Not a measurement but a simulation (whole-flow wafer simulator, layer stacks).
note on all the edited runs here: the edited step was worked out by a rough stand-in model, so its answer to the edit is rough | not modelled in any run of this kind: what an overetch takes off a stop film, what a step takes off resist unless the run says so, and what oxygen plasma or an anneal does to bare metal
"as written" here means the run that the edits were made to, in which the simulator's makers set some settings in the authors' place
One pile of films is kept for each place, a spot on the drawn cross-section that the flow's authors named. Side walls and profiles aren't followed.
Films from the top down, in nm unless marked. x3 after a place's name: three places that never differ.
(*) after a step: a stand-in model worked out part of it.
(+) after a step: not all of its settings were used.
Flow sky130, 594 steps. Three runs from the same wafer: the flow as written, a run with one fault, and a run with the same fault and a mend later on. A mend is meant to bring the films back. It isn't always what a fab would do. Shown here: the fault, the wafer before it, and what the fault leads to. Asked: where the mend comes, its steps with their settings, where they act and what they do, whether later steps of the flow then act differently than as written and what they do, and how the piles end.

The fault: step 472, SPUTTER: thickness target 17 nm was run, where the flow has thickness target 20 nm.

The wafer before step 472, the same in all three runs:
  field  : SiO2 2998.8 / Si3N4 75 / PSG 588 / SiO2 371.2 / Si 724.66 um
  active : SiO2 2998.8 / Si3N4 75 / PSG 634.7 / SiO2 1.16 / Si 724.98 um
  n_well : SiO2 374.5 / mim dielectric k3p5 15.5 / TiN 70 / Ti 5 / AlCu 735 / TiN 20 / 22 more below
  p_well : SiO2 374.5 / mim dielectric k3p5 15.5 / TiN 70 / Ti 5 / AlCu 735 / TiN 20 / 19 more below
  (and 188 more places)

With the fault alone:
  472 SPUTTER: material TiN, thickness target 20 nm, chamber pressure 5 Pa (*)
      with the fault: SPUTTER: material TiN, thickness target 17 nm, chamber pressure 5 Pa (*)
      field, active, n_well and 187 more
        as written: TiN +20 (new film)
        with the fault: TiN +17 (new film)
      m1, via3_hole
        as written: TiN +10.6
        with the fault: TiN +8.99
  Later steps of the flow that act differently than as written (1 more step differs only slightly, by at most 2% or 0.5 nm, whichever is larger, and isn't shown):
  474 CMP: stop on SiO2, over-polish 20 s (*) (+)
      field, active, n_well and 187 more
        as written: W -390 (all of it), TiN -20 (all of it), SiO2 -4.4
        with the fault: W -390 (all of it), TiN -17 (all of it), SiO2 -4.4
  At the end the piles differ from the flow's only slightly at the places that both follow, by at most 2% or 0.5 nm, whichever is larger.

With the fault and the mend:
  The mend comes after step 472.
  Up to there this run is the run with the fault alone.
  472a SPUTTER: material TiN, thickness target 3 nm, chamber pressure 5 Pa (*) (the flow's step 472 once more, with other settings)
      field, active, n_well and 187 more
        TiN +3
      m1
        TiN +1.58
      via3_hole
        TiN +1.56
  No later step of the flow acts differently than as written at any place that is followed.
  At the end the piles differ from the flow's only slightly at the places that both follow, by at most 2% or 0.5 nm, whichever is larger.
